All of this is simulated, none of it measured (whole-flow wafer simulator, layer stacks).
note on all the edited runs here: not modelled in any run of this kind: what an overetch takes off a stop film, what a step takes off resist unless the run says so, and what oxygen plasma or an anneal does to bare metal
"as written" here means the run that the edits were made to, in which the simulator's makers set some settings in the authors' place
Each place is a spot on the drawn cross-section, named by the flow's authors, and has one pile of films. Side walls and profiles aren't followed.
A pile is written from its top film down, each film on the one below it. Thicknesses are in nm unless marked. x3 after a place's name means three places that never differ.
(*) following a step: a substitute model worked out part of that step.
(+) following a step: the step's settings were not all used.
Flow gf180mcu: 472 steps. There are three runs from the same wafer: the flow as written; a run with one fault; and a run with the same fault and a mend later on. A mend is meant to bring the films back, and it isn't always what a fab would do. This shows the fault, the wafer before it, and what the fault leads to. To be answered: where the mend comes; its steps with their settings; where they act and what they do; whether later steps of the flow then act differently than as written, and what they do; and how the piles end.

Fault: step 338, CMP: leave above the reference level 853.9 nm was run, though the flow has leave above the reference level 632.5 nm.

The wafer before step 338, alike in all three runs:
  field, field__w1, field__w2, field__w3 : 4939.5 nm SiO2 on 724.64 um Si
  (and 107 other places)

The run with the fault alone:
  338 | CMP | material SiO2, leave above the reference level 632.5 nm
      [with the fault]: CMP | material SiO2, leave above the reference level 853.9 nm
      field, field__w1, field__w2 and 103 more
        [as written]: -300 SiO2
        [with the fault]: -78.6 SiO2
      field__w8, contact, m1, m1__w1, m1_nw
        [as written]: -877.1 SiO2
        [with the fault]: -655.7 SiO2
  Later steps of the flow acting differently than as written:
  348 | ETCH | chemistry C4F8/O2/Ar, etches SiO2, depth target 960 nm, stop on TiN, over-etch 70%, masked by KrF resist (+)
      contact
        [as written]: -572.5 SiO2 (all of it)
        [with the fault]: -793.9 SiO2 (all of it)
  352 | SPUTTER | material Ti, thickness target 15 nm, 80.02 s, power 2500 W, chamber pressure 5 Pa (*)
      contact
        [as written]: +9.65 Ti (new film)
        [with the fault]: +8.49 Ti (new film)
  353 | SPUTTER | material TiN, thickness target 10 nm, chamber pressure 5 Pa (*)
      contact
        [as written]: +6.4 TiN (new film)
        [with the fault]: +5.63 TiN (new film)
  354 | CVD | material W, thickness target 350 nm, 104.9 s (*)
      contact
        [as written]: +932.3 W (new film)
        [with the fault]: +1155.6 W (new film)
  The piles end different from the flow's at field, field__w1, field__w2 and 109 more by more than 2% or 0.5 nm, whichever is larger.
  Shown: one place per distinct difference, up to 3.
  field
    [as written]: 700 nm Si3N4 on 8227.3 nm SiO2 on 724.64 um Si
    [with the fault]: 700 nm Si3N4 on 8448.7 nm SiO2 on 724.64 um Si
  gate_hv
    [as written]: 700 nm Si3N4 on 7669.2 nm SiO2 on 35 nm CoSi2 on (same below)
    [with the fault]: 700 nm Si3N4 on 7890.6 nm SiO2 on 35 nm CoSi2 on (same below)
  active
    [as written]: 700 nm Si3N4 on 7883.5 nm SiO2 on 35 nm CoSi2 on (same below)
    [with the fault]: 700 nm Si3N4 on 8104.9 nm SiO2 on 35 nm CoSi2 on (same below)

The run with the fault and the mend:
  The mend follows step 338.
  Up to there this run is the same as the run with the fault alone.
  338a | CMP | material SiO2, leave above the reference level 632.5 nm (the flow's step 338 again)
      field, field__w1, field__w2 and 108 more
        -221.4 SiO2
  None of the later steps of the flow acts differently than as written at any place that is followed.
  By the end, the piles equal the flow's at every place that both follow.
